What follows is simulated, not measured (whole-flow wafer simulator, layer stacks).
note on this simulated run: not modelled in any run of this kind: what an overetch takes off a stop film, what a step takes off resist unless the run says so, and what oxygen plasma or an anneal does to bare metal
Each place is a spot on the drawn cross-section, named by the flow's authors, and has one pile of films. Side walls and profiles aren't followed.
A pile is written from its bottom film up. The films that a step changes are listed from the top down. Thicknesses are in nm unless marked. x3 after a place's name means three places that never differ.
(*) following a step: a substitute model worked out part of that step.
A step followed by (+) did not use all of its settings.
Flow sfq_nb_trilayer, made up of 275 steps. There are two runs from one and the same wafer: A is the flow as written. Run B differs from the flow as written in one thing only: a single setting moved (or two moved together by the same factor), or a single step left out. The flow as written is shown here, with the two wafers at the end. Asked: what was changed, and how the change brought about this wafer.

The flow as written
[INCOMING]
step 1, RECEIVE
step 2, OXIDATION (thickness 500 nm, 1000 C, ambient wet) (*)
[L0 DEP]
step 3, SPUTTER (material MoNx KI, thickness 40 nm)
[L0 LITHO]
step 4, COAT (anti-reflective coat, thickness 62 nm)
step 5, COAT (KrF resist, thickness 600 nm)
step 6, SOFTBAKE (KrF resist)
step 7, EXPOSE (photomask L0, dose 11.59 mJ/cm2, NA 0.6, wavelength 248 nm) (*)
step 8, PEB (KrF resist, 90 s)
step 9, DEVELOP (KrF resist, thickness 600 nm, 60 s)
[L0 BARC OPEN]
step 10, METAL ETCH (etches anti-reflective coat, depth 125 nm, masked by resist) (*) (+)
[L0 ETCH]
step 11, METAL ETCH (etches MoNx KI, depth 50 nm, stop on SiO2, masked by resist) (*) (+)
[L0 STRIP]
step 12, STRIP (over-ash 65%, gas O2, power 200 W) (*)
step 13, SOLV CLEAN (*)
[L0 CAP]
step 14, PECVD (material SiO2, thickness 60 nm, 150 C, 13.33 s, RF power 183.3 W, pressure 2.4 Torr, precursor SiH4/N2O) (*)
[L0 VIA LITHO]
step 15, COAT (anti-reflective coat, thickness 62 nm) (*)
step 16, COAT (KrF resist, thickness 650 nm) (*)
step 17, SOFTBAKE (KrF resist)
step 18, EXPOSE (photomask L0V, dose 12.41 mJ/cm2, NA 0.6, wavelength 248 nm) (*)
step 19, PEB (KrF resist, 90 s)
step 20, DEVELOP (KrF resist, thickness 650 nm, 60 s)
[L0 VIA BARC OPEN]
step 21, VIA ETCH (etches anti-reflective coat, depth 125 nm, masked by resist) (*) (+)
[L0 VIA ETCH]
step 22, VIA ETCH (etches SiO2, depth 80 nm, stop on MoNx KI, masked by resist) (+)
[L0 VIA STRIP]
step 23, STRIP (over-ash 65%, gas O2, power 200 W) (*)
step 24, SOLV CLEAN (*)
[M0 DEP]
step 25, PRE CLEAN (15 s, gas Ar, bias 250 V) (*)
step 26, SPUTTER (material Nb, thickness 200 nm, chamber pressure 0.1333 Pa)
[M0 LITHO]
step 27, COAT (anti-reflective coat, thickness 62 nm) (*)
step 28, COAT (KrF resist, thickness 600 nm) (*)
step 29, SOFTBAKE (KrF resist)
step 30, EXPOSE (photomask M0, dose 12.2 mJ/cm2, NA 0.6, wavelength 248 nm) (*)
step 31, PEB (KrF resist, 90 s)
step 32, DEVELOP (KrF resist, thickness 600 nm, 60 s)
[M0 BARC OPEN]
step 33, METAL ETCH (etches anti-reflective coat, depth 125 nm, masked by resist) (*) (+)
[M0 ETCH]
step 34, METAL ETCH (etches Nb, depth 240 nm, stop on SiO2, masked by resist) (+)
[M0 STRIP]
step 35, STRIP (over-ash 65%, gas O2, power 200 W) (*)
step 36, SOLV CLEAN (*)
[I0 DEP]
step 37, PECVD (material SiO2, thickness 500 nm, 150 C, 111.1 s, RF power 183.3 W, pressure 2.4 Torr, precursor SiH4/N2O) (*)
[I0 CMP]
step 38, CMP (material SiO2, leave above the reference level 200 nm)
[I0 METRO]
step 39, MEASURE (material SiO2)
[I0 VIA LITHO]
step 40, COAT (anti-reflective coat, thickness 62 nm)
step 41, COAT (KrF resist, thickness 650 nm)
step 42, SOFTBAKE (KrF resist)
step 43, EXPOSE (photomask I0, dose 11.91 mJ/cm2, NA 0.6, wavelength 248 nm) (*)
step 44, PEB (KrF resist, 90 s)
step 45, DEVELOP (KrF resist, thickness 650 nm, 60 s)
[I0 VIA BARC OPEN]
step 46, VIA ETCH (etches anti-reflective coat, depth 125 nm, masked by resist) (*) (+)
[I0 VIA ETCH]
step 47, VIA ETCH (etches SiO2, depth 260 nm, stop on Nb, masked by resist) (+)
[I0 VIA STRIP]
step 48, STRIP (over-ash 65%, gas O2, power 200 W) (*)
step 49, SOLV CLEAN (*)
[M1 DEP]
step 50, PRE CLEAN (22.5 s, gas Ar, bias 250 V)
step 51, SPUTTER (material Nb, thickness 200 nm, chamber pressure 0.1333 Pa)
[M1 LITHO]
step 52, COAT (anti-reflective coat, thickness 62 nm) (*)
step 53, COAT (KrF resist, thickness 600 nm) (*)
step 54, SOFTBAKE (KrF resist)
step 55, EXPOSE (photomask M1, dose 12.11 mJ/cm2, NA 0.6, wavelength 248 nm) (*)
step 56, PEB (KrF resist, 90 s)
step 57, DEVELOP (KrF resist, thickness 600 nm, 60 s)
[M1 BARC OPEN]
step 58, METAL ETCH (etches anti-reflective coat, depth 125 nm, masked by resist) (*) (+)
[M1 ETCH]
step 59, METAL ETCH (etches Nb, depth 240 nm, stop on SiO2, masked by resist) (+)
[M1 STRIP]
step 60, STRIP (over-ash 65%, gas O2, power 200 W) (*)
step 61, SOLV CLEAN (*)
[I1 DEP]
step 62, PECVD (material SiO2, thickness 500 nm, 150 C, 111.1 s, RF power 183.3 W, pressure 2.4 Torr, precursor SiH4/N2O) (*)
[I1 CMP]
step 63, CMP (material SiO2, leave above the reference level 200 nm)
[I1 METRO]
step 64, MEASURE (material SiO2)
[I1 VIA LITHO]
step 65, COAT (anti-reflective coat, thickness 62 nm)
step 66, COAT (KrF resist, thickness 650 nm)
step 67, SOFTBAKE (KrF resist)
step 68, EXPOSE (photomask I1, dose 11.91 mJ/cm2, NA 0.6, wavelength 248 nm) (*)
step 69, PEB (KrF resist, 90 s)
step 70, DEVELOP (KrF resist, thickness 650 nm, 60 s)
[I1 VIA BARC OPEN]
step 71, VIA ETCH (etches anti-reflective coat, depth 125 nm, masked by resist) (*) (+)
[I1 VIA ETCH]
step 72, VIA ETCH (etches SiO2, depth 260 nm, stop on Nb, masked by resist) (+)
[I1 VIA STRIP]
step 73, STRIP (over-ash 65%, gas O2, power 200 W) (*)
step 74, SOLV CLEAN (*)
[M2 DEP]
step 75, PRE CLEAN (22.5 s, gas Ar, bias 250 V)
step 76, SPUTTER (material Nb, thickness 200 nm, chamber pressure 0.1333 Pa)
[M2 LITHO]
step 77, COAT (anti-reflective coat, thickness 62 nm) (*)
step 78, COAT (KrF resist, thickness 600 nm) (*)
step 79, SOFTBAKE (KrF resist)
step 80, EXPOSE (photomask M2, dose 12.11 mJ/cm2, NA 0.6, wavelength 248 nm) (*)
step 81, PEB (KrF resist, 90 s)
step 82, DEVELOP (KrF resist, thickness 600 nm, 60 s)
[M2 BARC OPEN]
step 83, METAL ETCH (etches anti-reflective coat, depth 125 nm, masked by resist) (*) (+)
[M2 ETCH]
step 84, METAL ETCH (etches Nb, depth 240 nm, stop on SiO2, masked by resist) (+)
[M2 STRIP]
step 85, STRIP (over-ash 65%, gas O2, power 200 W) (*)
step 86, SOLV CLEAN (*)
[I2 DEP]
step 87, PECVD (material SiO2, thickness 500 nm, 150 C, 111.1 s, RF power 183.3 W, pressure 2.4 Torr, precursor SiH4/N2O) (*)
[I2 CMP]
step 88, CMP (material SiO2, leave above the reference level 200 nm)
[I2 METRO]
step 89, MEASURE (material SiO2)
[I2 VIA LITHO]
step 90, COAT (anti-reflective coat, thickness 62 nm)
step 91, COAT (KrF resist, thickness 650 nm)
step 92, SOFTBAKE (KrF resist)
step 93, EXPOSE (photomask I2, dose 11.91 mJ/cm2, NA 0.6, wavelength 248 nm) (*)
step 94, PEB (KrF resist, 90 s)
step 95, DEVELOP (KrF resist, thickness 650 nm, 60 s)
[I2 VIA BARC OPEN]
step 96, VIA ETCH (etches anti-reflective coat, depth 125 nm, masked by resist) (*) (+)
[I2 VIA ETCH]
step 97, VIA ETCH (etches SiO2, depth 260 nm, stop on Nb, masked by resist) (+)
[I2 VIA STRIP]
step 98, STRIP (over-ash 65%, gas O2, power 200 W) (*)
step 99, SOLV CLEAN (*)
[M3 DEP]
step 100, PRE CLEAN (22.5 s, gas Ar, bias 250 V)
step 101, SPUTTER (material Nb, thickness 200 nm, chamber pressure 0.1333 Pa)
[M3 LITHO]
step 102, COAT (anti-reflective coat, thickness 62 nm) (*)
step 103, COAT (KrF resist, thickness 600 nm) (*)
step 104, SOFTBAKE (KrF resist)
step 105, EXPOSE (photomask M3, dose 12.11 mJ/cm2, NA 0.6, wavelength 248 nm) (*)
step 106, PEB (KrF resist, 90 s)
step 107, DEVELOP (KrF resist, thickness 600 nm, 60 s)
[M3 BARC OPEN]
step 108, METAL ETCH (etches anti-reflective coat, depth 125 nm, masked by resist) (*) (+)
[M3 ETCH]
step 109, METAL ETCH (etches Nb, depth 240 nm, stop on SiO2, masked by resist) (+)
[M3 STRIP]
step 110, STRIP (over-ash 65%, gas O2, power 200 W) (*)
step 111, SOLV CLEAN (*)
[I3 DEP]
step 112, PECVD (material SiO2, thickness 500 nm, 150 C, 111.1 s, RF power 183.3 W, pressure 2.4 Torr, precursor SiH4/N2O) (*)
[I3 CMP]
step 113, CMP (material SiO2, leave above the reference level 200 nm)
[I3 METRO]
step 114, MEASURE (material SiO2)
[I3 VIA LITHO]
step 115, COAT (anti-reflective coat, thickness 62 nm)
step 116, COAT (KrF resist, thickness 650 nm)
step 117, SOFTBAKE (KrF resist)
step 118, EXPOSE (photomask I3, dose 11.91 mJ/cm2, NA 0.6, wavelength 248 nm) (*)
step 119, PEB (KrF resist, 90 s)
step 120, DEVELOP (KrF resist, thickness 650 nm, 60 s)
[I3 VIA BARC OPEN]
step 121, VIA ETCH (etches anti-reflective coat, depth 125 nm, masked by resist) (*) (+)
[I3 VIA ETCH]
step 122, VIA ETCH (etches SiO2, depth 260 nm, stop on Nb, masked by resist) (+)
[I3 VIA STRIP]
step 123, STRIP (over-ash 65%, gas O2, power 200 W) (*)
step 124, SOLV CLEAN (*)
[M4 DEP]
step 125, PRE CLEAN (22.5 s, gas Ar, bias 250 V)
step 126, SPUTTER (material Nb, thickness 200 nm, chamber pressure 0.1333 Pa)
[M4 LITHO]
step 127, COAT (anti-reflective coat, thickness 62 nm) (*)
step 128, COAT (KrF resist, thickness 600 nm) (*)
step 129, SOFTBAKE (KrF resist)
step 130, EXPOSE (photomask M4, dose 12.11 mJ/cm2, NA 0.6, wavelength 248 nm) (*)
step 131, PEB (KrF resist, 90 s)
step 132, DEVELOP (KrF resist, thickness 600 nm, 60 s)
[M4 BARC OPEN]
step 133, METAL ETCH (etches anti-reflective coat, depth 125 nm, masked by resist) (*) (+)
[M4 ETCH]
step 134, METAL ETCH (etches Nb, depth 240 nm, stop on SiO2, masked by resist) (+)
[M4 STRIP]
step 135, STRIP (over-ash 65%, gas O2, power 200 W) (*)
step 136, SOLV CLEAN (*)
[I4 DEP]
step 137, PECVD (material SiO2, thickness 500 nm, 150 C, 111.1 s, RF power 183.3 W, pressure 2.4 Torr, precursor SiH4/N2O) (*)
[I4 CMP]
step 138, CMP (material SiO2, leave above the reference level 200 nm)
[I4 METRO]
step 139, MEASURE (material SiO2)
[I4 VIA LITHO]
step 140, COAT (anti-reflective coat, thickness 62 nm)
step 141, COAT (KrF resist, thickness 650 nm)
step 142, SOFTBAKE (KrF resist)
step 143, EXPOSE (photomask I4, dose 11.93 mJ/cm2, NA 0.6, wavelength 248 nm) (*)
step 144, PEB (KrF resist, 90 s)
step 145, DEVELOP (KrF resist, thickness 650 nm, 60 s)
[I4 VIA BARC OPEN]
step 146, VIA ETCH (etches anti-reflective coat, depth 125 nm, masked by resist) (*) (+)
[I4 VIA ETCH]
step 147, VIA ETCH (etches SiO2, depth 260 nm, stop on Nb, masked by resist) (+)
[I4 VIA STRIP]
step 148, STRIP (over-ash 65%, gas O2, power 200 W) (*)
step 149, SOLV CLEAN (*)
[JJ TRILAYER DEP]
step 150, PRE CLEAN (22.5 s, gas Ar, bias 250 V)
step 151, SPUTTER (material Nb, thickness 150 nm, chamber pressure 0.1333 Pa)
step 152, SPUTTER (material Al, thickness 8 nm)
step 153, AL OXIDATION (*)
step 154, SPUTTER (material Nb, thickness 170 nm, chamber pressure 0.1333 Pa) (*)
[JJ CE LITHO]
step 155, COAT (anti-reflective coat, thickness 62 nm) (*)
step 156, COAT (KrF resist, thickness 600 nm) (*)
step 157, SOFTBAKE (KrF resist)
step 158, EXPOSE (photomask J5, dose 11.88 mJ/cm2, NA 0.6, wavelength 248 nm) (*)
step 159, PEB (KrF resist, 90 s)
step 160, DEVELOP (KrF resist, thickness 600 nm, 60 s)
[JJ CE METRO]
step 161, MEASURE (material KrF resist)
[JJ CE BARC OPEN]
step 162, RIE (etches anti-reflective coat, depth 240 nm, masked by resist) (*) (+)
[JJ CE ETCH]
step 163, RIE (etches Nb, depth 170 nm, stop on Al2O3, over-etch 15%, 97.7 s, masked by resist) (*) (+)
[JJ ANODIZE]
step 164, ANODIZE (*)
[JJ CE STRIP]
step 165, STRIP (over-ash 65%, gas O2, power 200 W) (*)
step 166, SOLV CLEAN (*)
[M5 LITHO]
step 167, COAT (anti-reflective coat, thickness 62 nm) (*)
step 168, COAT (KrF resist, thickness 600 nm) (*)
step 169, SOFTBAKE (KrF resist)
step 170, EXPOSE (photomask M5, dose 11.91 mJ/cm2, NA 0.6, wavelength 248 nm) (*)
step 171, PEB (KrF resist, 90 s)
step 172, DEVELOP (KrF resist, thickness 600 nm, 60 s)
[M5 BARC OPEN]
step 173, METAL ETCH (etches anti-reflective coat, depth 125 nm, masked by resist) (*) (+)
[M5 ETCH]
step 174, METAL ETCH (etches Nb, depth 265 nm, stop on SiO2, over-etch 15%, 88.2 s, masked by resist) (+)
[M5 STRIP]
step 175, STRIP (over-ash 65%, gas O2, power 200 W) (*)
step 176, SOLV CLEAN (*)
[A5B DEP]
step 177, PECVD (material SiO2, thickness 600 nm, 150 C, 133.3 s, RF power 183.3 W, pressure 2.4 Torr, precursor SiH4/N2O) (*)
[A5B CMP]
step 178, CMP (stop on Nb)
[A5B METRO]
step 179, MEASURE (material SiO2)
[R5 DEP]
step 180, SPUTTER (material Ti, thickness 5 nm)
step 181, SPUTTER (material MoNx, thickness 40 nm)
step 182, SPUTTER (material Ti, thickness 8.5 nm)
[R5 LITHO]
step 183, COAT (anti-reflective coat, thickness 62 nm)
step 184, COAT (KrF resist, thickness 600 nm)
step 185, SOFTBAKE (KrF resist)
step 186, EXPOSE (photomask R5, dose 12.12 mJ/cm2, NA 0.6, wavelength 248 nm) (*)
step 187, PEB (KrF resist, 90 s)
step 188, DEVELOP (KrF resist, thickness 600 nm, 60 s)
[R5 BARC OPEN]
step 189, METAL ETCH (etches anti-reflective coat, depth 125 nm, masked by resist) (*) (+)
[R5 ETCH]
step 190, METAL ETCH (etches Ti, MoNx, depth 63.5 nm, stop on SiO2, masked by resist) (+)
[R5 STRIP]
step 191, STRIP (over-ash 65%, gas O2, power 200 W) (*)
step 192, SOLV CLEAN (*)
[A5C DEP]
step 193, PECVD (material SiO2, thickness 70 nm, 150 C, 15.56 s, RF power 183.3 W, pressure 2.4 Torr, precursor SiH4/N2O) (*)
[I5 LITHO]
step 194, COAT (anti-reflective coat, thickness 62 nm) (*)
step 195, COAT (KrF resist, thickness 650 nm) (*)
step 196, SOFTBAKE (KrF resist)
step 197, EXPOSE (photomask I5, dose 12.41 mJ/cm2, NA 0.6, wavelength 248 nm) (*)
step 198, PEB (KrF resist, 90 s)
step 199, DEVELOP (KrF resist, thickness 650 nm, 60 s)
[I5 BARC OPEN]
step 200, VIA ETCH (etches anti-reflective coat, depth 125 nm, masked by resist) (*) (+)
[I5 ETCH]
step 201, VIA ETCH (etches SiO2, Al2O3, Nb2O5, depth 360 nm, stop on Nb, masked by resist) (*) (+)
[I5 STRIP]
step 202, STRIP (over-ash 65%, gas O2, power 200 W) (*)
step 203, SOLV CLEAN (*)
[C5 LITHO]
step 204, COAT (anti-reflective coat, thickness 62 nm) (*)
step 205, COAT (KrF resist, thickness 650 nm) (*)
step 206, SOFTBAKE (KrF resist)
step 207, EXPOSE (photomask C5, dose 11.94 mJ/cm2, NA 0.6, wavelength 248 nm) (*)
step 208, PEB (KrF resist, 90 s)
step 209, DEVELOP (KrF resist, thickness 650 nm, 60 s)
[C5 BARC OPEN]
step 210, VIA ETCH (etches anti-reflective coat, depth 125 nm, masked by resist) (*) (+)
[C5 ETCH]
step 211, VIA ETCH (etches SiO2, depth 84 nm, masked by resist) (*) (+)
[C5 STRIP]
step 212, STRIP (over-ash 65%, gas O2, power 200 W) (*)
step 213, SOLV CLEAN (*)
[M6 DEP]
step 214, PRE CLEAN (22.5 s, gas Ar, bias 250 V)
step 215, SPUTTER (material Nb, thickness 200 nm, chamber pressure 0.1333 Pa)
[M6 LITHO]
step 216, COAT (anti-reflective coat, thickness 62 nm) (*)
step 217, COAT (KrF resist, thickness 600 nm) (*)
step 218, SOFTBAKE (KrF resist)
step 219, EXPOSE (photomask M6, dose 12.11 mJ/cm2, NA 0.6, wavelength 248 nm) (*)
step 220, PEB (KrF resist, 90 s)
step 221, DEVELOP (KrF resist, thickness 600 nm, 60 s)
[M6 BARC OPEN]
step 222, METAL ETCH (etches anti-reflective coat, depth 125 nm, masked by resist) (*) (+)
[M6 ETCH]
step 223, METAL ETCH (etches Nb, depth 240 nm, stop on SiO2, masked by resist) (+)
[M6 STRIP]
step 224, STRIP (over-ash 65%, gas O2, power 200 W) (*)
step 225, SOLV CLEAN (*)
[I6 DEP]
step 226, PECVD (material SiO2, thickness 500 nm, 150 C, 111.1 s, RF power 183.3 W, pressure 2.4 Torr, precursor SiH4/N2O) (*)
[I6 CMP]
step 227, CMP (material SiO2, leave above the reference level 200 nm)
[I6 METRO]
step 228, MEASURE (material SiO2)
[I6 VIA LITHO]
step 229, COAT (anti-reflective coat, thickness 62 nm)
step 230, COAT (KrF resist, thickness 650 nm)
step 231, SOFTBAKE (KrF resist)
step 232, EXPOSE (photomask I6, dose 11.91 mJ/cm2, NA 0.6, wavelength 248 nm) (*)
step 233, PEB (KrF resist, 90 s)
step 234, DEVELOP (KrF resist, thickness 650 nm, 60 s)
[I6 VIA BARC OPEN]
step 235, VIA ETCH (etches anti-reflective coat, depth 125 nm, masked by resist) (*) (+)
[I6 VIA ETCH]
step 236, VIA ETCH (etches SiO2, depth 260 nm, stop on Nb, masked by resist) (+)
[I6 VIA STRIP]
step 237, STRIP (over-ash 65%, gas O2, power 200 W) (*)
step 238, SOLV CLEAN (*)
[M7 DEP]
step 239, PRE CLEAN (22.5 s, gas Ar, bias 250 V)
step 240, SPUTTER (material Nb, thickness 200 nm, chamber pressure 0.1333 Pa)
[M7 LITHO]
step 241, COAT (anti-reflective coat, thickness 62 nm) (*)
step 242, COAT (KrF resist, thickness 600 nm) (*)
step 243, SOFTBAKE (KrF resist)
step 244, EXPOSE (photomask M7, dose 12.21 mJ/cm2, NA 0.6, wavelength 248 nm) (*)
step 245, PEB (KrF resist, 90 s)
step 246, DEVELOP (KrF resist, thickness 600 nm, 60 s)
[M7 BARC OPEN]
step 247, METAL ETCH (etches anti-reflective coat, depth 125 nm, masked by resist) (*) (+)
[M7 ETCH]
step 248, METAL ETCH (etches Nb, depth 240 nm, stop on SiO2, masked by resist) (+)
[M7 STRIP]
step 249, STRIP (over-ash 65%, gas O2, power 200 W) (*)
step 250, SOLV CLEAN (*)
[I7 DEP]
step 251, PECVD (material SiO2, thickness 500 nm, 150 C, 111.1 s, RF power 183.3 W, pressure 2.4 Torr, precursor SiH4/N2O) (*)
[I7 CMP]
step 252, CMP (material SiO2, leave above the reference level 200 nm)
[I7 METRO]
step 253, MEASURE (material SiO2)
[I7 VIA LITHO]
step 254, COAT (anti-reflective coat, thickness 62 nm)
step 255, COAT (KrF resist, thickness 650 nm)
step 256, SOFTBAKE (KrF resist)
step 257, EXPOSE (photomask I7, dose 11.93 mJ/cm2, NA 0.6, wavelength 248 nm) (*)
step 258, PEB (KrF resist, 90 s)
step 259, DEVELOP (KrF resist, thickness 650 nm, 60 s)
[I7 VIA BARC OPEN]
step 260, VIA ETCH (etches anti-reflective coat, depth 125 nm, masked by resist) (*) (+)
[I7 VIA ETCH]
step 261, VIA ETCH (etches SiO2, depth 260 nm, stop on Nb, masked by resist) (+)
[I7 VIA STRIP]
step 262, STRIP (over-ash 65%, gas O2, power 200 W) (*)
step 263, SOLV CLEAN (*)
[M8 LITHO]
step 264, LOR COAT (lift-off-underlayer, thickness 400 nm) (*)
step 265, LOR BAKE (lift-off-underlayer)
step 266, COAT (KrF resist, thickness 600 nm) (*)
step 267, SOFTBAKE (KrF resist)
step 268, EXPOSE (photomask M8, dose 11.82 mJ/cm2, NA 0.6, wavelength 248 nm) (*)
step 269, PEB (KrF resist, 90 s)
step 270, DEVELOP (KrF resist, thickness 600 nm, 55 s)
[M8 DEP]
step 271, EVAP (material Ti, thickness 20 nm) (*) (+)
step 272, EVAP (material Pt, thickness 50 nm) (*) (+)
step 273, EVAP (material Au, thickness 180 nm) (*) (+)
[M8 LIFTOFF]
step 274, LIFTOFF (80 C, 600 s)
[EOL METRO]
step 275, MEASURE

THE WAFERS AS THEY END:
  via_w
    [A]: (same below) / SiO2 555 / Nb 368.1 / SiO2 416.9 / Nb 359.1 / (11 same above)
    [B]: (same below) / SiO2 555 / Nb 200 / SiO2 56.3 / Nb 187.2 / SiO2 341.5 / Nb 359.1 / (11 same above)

Cause: step 47, VIA ETCH: depth 136 nm was run, though the flow has depth 260 nm.

How this came from the change, step by step:
  step 47, VIA ETCH (etches SiO2, depth 260 nm, stop on Nb, masked by resist) (+)
      via_w: A -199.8 SiO2 (all of it) | B -136 SiO2
      field_l, v_sur, via_wl and 102 more: A -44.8 KrF resist | B -23.4 KrF resist
  step 48, STRIP (over-ash 65%, gas O2, power 200 W) (*)
      field_l, v_sur, via_wl and 102 more: A -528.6 KrF resist (all of it), -62 anti-reflective coat (all of it) | B -550 KrF resist (all of it), -62 anti-reflective coat (all of it)
  step 50, PRE CLEAN (22.5 s, gas Ar, bias 250 V)
      via_w: A -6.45 Nb | B -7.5 SiO2
  step 51, SPUTTER (material Nb, thickness 200 nm, chamber pressure 0.1333 Pa)
      via_w: A +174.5 Nb | B +187.2 Nb (new film)
  step 52, COAT (anti-reflective coat, thickness 62 nm) (*)
      via_wl: A +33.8 anti-reflective coat (new film) | B +36.3 anti-reflective coat (new film)
      via_w: A +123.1 anti-reflective coat (new film) | B +108.8 anti-reflective coat (new film)
      (and at 1 other place as well)
  step 53, COAT (KrF resist, thickness 600 nm) (*)
      via_w: A +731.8 KrF resist (new film) | B +680.6 KrF resist (new film)
  step 60, STRIP (over-ash 65%, gas O2, power 200 W) (*)
      via_wl: A -385.5 KrF resist (all of it), -33.8 anti-reflective coat (all of it) | B -390.8 KrF resist (all of it), -36.3 anti-reflective coat (all of it)
      via_w: A -513.8 KrF resist (all of it), -123.1 anti-reflective coat (all of it) | B -462.8 KrF resist (all of it), -108.8 anti-reflective coat (all of it)
      (and at 1 other place as well)
  step 62, PECVD (material SiO2, thickness 500 nm, 150 C, 111.1 s, RF power 183.3 W, pressure 2.4 Torr, precursor SiH4/N2O) (*)
      via_w: A +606 SiO2 (new film) | B +506 SiO2 (new film)
  step 63, CMP (material SiO2, leave above the reference level 200 nm)
      via_w: A -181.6 SiO2 | B -157.1 SiO2
With metal films that touch counted as one body, via_w has 6 bodies (between them, from the top down: SiO2 192.5; SiO2 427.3 / Al2O3 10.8 / Nb2O5 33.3; SiO2 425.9; SiO2 341.5; SiO2 56.3); the flow as written gives 5 bodies (between them, from the top down: SiO2 192.5; SiO2 427.3 / Al2O3 10.8 / Nb2O5 33.3; SiO2 425.9; SiO2 416.9).
